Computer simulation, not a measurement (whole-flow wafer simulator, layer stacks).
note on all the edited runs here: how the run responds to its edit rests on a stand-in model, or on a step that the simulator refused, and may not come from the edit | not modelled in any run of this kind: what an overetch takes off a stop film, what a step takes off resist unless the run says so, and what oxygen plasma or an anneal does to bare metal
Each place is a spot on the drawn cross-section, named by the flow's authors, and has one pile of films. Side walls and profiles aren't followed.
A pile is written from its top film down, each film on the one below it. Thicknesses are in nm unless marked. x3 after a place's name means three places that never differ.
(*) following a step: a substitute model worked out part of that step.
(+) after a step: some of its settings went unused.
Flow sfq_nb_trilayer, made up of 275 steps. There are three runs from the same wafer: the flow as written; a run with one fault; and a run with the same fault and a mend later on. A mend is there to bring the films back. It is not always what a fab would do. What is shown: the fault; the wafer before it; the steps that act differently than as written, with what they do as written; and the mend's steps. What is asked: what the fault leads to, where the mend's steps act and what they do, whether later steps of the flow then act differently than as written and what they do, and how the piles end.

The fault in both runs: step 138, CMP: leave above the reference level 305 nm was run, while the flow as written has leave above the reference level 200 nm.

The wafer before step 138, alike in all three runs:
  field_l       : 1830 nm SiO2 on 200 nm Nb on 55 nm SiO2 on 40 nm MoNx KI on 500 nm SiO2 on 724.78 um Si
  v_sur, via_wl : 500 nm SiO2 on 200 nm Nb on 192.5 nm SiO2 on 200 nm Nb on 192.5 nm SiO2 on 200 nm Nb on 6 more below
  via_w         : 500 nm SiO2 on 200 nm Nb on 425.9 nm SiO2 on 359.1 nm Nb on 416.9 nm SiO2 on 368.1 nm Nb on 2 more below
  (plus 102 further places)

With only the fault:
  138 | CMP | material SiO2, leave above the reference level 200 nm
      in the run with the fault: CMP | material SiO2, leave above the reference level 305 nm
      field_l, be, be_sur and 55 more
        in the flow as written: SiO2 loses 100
        in the run with the fault: nothing
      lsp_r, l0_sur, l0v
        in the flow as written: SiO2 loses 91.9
        in the run with the fault: nothing
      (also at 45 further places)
  Steps later in the flow that act otherwise than as written (20 more steps, not shown, differ only slightly: by at most 2% or 0.5 nm, whichever is larger):
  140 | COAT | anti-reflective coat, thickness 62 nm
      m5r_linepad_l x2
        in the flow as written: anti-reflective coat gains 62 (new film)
        in the run with the fault: anti-reflective coat gains 64 (new film)
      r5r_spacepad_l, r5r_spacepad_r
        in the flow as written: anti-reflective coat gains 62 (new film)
        in the run with the fault: anti-reflective coat gains 64.1 (new film)
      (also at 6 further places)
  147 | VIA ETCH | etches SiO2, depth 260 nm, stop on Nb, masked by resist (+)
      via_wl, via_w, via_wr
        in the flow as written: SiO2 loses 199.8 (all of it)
        in the run with the fault: SiO2 loses 260
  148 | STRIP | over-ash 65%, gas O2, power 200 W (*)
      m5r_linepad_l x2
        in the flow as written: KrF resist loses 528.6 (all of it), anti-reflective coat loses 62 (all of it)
        in the run with the fault: KrF resist loses 528 (all of it), anti-reflective coat loses 64 (all of it)
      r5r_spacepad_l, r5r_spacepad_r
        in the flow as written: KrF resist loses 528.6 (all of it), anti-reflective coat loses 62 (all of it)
        in the run with the fault: KrF resist loses 528.2 (all of it), anti-reflective coat loses 64.1 (all of it)
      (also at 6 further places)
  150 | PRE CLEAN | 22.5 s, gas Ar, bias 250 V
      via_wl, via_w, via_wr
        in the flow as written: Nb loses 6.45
        in the run with the fault: SiO2 loses 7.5
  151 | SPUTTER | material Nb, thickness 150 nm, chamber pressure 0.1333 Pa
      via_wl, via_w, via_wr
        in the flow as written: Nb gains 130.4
        in the run with the fault: Nb gains 123.3 (new film)
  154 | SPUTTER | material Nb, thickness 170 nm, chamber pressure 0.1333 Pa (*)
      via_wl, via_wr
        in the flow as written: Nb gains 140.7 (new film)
        in the run with the fault: Nb gains 103.1 (new film)
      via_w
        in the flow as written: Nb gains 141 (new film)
        in the run with the fault: Nb gains 136 (new film)
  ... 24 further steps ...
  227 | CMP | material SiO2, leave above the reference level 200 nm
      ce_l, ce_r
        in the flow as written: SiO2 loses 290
        in the run with the fault: SiO2 loses 300
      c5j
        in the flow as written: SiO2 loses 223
        in the run with the fault: SiO2 loses 233
  By the end, the piles at field_l, v_sur, via_wl and 103 more depart from the flow's by more than 2% or 0.5 nm, whichever is larger.
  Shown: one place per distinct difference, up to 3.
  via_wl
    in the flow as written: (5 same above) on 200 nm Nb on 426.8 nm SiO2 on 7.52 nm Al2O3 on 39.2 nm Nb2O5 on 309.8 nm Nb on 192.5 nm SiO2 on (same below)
    in the run with the fault: (5 same above) on 200 nm Nb on 469.8 nm SiO2 on 52.6 nm Nb2O5 on 0.96 nm Al2O3 on 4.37 nm Al on 123.3 nm Nb on 37.3 nm SiO2 on 200 nm Nb on 192.5 nm SiO2 on (same below)
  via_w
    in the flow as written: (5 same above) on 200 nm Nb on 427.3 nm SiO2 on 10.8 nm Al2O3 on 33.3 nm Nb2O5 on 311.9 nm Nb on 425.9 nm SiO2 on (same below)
    in the run with the fault: (5 same above) on 200 nm Nb on 495.5 nm SiO2 on 10.1 nm Al2O3 on 34.7 nm Nb2O5 on 110.8 nm Nb on 37.3 nm SiO2 on 200 nm Nb on 425.9 nm SiO2 on (same below)
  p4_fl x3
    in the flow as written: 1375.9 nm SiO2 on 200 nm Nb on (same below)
    in the run with the fault: 1480.9 nm SiO2 on 200 nm Nb on (same below)

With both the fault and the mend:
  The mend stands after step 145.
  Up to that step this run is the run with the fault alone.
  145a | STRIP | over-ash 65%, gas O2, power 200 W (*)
      p4_fl x3, p4_w1 x3, p4_g1 x2
        KrF resist loses 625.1 (all of it), anti-reflective coat loses 62 (all of it)
      be_sur, m0r_line_l, m0r_line_r, m6r_line_l, m6r_line_r, m7r_line_l, m7r_line_r
        KrF resist loses 625.9 (all of it), anti-reflective coat loses 62.1 (all of it)
      ce_r, sp_r, be_r, r_sur, res, r_end
        KrF resist loses 625.4 (all of it), anti-reflective coat loses 62 (all of it)
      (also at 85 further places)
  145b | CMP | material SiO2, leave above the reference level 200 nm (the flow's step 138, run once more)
      field_l, be, be_sur and 55 more
        SiO2 loses 100
      v_sur, via_wl, via_w and 42 more
        SiO2 loses 105
      lsp_r, l0_sur, l0v
        SiO2 loses 91.9
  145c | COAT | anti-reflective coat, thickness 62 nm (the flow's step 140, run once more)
      field_l, v_sur, via_wl and 103 more
        anti-reflective coat gains 62 (new film)
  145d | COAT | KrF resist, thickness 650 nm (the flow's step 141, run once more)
      field_l, v_sur, via_wl and 103 more
        KrF resist gains 650 (new film)
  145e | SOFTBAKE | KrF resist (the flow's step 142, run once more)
      does not change any film at any place that is followed
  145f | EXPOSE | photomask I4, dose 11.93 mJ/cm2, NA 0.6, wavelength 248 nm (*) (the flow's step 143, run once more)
      does not change any film at any place that is followed
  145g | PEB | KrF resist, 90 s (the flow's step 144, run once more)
      field_l, v_sur, via_wl and 103 more
        KrF resist loses 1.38
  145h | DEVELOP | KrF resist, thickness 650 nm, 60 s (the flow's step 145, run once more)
      field_l, v_sur, via_sp and 100 more
        KrF resist loses 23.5
      via_wl, via_w, via_wr
        KrF resist loses 648.6 (all of it)
  None of the later steps of the flow acts differently than as written at any place that is followed.
  By the end, the piles equal the flow's at every place that both follow.
